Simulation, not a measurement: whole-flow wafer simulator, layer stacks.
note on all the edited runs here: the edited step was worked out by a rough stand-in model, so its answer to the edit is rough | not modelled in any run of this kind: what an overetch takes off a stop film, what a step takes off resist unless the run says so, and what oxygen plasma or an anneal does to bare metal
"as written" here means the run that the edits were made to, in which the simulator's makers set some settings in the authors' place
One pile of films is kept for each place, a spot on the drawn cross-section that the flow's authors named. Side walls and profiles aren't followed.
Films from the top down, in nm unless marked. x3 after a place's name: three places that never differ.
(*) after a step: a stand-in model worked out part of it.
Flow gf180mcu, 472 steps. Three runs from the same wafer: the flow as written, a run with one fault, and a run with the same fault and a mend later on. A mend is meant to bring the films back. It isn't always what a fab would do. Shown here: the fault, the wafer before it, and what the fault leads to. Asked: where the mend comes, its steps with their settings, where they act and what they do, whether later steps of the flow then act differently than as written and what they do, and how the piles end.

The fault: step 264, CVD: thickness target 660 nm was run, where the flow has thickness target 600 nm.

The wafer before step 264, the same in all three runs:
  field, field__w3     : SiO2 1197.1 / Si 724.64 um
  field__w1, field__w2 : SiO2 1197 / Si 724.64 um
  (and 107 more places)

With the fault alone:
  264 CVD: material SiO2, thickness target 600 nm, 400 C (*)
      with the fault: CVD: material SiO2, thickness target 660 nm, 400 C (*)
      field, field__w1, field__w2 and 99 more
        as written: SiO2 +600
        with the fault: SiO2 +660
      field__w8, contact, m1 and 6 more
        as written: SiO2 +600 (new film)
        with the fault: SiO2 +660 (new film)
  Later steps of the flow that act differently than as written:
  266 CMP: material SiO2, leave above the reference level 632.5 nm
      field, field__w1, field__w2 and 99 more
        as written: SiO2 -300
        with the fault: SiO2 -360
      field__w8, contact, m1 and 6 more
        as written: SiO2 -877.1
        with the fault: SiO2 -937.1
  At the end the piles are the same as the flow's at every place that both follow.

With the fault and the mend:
  The mend comes after step 264.
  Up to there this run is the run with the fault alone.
  264a WET ETCH: chemistry dHF, depth target 60 nm, 25 C, dilution 100:1 (the flow's step 17 once more, with other settings)
      field, field__w1, field__w2 and 108 more
        SiO2 -60
  No later step of the flow acts differently than as written at any place that is followed.
  At the end the piles are the same as the flow's at every place that both follow.
